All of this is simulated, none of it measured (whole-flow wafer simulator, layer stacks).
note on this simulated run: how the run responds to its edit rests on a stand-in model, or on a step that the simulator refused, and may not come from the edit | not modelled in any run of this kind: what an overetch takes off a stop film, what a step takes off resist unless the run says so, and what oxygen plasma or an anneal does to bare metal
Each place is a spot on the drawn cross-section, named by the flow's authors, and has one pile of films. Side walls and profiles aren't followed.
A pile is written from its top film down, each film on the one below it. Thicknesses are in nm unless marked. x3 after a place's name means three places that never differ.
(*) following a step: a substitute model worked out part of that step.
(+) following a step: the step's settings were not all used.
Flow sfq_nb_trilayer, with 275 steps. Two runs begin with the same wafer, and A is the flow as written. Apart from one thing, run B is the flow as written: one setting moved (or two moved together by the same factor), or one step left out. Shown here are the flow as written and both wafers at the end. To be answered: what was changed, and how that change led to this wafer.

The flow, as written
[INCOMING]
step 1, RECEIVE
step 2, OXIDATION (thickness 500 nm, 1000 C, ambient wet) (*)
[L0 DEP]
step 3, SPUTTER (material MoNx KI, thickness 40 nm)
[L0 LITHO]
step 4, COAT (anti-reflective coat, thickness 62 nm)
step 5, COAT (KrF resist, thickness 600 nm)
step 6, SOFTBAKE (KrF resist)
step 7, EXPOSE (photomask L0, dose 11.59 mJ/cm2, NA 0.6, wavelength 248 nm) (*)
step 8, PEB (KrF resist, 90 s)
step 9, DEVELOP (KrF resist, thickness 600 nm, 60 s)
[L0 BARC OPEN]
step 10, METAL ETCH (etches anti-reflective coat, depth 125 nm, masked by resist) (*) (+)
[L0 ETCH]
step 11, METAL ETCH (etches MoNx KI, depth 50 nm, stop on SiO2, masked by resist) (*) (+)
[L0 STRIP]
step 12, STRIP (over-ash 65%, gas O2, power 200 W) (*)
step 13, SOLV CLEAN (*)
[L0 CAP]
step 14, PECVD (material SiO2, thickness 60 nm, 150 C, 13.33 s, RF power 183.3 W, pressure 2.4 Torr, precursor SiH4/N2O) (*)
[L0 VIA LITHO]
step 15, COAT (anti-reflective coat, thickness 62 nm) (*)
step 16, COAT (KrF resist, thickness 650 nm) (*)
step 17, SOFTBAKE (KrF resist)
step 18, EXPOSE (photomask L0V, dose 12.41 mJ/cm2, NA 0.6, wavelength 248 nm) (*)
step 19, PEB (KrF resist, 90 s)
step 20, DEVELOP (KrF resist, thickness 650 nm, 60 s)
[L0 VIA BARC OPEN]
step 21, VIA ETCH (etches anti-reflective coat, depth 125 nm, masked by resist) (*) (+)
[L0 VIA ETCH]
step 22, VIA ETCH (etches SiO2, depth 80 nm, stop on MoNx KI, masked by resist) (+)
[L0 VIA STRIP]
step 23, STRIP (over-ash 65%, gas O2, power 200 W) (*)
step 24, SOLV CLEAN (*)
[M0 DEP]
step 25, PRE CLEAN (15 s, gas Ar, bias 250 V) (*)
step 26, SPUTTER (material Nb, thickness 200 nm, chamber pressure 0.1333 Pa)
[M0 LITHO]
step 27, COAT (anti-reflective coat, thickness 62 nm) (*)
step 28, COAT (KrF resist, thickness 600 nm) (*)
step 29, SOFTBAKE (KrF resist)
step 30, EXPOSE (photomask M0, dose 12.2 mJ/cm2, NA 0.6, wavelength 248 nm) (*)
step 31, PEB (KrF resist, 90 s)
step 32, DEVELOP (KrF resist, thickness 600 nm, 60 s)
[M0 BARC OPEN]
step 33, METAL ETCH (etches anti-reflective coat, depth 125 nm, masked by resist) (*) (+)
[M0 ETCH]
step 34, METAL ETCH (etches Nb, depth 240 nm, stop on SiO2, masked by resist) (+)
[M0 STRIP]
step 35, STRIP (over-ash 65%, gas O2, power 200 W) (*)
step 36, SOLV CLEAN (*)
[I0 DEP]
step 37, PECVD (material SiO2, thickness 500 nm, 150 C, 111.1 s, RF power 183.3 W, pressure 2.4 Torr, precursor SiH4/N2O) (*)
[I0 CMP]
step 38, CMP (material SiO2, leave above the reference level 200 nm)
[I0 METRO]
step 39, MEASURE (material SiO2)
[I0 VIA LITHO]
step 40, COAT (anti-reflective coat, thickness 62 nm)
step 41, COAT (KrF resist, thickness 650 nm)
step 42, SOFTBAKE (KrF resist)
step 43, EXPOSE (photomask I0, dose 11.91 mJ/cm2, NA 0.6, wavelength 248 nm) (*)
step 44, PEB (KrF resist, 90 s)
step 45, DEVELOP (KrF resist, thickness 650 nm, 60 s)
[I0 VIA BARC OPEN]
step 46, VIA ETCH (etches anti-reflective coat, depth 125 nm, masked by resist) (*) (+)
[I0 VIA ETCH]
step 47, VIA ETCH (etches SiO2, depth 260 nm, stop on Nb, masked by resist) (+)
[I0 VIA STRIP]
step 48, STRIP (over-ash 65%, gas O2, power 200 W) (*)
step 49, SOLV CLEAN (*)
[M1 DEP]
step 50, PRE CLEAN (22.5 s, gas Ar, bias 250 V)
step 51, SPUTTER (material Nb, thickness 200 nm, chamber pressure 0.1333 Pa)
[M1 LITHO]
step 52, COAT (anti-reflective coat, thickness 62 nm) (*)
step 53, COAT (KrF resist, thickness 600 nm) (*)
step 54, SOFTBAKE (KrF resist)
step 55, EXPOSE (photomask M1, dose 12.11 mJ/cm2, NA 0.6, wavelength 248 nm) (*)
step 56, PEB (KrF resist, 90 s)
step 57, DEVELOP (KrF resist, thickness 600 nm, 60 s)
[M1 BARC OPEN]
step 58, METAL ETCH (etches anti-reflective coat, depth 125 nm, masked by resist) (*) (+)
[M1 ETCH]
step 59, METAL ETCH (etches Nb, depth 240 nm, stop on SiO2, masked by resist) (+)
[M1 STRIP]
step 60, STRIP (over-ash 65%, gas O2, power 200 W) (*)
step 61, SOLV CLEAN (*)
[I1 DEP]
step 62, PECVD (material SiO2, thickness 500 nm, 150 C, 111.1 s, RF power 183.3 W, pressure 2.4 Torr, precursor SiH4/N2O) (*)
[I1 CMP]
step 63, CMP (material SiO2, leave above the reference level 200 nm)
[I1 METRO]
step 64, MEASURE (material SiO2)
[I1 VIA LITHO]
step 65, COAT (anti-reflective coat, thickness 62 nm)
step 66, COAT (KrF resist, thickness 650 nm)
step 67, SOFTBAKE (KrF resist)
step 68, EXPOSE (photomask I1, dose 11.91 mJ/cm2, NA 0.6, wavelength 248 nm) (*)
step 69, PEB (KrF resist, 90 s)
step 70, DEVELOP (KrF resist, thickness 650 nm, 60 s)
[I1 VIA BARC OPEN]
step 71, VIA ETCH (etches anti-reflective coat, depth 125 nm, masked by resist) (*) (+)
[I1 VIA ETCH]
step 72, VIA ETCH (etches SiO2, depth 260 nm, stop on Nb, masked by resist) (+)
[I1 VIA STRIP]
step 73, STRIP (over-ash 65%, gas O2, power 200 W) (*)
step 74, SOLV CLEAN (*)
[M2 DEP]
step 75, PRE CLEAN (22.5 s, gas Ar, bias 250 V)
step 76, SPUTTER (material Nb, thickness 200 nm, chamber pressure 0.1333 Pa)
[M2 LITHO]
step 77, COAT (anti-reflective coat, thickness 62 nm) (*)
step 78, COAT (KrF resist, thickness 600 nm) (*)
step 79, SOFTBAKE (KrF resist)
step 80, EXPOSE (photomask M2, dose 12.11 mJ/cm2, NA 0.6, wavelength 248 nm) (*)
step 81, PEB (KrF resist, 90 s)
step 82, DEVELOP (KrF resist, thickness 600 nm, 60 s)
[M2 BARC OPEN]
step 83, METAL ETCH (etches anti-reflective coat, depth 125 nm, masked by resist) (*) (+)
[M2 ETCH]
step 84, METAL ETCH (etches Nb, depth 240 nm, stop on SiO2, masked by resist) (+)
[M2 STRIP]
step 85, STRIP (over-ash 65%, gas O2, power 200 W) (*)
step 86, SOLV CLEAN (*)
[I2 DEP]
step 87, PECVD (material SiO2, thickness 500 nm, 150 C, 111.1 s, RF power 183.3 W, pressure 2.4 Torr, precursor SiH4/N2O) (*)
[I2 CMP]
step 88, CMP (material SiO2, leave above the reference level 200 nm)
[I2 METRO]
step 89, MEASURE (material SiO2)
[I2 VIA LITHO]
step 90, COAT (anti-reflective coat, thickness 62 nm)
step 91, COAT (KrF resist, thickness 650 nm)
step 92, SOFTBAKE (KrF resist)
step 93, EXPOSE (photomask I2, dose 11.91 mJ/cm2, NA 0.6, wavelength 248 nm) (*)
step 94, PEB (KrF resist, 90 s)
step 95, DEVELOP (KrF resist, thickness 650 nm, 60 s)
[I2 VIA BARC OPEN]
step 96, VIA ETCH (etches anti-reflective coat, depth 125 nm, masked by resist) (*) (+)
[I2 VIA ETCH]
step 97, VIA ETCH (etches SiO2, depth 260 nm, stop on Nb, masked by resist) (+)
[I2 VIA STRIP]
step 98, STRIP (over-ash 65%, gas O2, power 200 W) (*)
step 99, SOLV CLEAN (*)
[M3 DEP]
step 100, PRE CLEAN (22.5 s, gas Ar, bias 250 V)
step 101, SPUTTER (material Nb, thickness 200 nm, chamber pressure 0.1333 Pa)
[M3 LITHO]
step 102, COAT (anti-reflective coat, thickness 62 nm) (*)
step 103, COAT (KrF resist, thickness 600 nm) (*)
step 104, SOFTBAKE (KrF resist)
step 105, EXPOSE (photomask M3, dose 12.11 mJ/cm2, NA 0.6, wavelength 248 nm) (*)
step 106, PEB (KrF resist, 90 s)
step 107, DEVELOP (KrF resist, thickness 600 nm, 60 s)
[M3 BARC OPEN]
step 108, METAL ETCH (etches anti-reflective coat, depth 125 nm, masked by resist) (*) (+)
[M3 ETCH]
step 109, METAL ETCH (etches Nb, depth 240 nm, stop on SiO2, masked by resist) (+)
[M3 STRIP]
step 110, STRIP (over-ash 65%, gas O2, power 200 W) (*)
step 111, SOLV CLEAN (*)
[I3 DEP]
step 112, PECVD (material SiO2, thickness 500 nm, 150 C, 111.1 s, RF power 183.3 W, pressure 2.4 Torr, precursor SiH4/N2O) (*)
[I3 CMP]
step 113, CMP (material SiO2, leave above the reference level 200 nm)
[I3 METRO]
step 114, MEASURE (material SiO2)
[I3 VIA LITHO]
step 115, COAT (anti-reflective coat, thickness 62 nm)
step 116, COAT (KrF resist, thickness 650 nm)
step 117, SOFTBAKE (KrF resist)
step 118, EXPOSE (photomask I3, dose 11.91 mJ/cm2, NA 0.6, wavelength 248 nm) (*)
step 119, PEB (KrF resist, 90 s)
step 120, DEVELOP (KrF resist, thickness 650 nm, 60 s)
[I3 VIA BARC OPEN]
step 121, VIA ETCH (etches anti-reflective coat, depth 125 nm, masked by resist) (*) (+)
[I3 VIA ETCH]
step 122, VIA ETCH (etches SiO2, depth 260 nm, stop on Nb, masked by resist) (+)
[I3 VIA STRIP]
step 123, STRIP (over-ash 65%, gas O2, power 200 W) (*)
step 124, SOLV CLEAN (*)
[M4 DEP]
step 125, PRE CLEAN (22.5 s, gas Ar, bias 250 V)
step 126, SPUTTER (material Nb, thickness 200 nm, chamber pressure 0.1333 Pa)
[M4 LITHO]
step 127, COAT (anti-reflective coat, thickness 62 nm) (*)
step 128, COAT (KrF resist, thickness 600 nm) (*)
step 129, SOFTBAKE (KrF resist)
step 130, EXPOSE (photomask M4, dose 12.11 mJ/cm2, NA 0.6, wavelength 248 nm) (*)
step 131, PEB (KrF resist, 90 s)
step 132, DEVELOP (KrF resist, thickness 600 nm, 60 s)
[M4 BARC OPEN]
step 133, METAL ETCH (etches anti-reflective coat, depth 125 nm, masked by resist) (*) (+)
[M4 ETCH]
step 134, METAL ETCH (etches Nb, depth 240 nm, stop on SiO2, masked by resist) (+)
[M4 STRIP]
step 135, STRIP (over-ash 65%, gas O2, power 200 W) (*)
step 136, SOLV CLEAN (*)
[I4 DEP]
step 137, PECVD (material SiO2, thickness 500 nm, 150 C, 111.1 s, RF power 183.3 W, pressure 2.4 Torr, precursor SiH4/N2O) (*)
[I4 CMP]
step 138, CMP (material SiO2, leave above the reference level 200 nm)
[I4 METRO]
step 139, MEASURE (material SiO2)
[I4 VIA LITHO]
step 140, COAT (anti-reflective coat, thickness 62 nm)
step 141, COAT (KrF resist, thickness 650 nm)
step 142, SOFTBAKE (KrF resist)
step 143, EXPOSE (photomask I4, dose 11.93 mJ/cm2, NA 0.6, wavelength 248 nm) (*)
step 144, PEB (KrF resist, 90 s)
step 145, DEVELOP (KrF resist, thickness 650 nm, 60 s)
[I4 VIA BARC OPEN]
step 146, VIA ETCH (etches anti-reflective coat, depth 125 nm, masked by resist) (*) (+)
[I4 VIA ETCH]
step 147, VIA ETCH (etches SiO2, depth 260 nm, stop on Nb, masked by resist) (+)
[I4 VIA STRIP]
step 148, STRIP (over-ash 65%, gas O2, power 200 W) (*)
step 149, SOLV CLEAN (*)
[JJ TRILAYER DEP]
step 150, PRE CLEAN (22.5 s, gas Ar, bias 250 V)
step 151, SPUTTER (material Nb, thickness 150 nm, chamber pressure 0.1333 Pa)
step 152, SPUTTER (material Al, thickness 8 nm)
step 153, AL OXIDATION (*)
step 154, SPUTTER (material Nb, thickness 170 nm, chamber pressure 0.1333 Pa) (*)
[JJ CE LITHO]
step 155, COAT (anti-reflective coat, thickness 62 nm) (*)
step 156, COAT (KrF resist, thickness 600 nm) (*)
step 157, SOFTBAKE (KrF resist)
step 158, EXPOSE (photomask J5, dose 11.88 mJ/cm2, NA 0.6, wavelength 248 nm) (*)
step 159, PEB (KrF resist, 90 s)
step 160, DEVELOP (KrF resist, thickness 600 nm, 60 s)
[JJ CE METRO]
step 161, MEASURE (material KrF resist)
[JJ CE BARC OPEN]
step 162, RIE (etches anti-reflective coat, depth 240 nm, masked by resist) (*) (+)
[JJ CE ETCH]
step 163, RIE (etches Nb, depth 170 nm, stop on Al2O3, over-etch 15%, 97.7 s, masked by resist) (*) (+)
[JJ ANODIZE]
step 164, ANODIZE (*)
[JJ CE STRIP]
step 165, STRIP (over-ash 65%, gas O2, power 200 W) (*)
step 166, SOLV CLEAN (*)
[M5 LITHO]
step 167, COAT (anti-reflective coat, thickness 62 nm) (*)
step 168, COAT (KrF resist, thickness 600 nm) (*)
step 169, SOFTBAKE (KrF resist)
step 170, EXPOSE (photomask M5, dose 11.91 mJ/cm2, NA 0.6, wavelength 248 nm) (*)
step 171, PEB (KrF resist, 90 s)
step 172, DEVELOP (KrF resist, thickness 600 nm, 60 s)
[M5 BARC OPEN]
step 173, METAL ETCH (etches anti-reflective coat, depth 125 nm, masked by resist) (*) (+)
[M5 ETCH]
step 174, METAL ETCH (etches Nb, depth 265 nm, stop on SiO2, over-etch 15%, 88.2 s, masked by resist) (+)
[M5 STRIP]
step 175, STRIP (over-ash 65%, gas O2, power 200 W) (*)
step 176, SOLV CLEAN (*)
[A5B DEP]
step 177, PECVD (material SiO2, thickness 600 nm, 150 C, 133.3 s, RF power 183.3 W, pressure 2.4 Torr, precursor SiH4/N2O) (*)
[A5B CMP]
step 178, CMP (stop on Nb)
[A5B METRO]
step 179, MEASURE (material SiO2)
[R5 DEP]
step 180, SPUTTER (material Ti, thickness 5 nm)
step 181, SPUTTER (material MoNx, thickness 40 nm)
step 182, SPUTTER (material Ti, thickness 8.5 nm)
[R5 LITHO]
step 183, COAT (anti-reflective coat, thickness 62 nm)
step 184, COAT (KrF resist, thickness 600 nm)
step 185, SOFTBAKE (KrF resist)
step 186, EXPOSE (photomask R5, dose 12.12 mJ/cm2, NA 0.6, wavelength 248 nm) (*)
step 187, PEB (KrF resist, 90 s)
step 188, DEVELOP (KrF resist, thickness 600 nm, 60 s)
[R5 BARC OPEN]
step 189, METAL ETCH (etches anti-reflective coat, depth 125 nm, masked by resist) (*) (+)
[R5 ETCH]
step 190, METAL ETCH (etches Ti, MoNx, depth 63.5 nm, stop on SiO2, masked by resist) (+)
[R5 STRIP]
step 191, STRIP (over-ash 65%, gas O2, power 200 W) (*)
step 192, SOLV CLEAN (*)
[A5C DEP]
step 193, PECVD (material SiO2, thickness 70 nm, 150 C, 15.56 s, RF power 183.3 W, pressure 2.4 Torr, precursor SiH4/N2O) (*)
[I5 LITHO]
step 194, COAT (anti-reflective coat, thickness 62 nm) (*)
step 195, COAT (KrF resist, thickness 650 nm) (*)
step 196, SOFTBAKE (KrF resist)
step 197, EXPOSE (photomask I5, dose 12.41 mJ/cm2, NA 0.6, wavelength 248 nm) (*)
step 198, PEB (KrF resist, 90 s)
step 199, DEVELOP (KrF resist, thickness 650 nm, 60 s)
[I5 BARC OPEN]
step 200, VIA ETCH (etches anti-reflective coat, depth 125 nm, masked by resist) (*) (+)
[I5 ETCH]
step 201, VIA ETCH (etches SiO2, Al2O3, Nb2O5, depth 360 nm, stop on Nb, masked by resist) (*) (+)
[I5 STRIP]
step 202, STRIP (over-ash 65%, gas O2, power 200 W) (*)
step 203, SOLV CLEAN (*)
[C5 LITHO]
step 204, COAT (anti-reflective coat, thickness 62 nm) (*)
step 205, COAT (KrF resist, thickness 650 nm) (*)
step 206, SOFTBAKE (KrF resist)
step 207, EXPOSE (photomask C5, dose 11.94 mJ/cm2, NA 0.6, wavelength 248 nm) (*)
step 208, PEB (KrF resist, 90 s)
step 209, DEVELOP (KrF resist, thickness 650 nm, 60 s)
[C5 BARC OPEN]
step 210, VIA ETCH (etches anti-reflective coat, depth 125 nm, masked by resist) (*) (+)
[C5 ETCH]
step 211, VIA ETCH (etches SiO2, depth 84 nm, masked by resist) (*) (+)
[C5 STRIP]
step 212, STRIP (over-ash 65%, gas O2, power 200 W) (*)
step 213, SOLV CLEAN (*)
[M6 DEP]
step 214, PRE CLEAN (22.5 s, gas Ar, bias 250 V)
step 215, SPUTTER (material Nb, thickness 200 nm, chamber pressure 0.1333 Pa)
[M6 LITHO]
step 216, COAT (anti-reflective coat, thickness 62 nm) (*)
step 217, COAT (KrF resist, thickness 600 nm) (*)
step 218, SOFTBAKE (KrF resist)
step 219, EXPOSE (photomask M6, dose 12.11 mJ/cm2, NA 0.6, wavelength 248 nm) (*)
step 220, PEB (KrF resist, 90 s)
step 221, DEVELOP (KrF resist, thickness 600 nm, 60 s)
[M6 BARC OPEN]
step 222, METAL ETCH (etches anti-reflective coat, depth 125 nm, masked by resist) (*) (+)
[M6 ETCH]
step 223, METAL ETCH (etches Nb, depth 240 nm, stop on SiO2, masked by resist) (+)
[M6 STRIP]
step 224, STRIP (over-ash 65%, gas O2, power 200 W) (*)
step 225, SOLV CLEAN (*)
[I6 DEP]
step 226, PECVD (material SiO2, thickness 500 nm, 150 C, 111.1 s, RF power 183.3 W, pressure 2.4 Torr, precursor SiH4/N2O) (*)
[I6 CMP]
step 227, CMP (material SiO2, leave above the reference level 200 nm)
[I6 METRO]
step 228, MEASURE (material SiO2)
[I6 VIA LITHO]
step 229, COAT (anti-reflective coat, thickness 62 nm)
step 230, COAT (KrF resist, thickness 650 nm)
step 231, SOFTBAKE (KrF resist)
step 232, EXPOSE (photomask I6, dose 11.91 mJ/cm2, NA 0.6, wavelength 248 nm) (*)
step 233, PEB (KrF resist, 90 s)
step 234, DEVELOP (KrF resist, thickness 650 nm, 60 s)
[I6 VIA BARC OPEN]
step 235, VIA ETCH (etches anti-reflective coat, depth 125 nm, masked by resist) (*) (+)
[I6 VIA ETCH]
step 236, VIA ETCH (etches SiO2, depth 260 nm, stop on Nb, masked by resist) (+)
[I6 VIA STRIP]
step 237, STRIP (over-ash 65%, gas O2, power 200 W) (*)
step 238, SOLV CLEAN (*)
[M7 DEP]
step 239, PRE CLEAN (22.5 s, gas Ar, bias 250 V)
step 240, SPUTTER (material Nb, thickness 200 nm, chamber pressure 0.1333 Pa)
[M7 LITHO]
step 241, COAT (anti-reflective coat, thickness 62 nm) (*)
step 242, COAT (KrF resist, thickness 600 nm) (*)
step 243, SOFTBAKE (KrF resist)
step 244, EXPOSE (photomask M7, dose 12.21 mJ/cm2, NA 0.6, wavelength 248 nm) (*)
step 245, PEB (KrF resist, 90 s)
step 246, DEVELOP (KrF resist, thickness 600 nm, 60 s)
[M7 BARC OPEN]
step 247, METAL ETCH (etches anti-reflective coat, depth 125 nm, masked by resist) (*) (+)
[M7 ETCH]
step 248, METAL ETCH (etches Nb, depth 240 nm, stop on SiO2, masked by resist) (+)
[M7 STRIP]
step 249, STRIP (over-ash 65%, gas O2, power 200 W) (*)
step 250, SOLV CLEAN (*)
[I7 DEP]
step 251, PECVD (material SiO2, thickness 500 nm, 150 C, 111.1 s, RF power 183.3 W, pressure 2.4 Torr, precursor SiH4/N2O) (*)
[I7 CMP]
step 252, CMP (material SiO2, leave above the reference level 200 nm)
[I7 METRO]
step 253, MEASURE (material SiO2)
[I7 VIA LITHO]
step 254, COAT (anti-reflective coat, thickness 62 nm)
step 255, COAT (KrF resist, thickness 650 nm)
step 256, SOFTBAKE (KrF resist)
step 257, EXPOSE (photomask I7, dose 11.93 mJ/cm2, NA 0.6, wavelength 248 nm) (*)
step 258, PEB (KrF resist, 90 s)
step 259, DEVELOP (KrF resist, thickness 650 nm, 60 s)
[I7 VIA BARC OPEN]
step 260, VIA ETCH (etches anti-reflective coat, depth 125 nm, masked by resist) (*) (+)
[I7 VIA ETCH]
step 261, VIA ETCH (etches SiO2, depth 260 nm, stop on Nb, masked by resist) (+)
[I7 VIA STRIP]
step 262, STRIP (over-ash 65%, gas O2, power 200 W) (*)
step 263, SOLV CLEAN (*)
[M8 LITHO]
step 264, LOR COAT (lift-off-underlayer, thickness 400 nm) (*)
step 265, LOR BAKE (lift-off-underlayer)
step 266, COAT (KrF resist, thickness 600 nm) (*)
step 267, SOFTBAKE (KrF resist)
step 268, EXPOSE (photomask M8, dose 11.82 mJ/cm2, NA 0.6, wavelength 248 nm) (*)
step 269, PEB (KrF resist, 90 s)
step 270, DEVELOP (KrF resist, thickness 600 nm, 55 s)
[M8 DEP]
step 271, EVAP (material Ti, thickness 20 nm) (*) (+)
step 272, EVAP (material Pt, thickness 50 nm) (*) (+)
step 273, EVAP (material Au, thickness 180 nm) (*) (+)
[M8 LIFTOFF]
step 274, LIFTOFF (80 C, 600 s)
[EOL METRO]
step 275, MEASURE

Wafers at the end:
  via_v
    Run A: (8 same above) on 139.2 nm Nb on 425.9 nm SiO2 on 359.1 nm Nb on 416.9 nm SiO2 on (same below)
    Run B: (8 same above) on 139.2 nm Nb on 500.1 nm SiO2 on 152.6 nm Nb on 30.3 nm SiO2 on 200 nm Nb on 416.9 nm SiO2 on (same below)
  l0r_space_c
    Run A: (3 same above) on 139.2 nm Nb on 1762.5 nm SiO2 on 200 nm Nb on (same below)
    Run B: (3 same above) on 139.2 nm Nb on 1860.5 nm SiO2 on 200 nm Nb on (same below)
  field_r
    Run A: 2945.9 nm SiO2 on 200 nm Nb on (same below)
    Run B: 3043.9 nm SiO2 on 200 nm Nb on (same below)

What caused this: step 113, CMP: leave above the reference level 298 nm was run, though the flow has leave above the reference level 200 nm.

How this came from the change, step by step:
  step 113, CMP (material SiO2, leave above the reference level 200 nm)
      field_l, be, be_sur and 64 more: A -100 SiO2 | B -2 SiO2
      v_sur, via_wl, via_wr and 27 more: A -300 SiO2 | B -202 SiO2
      (as well as at 9 more places)
  step 122, VIA ETCH (etches SiO2, depth 260 nm, stop on Nb, masked by resist) (+)
      via_v: A -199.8 SiO2 (all of it) | B -260 SiO2
  step 125, PRE CLEAN (22.5 s, gas Ar, bias 250 V)
      via_v: A -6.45 Nb | B -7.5 SiO2
  step 126, SPUTTER (material Nb, thickness 200 nm, chamber pressure 0.1333 Pa)
      via_v: A +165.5 Nb | B +152.6 Nb (new film)
  step 127, COAT (anti-reflective coat, thickness 62 nm) (*)
      via_sp: A +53 anti-reflective coat (new film) | B +50.1 anti-reflective coat (new film)
      via_v: A +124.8 anti-reflective coat (new film) | B +128.6 anti-reflective coat (new film)
      (as well as at 1 more place)
  step 128, COAT (KrF resist, thickness 600 nm) (*)
      via_v: A +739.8 KrF resist (new film) | B +797.5 KrF resist (new film)
  step 135, STRIP (over-ash 65%, gas O2, power 200 W) (*)
      via_sp: A -373.9 KrF resist (all of it), -53 anti-reflective coat (all of it) | B -369.8 KrF resist (all of it), -50.1 anti-reflective coat (all of it)
      via_v: A -521.8 KrF resist (all of it), -124.8 anti-reflective coat (all of it) | B -579.3 KrF resist (all of it), -128.6 anti-reflective coat (all of it)
      (as well as at 1 more place)
  step 137, PECVD (material SiO2, thickness 500 nm, 150 C, 111.1 s, RF power 183.3 W, pressure 2.4 Torr, precursor SiH4/N2O) (*)
      via_v: A +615 SiO2 (new film) | B +664.6 SiO2 (new film)
  step 138, CMP (material SiO2, leave above the reference level 200 nm)
      via_v: A -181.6 SiO2 | B -157.1 SiO2
Taking metal films that touch as one body, via_v has 7 bodies (between them, from the top down: SiO2 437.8; SiO2 209 / Al2O3 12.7 / Nb2O5 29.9; SiO2 500.1; SiO2 30.3; SiO2 416.9; SiO2 192.5); the flow as written gives 6 bodies (between them, from the top down: SiO2 437.8; SiO2 209 / Al2O3 12.7 / Nb2O5 29.9; SiO2 425.9; SiO2 416.9; SiO2 192.5).
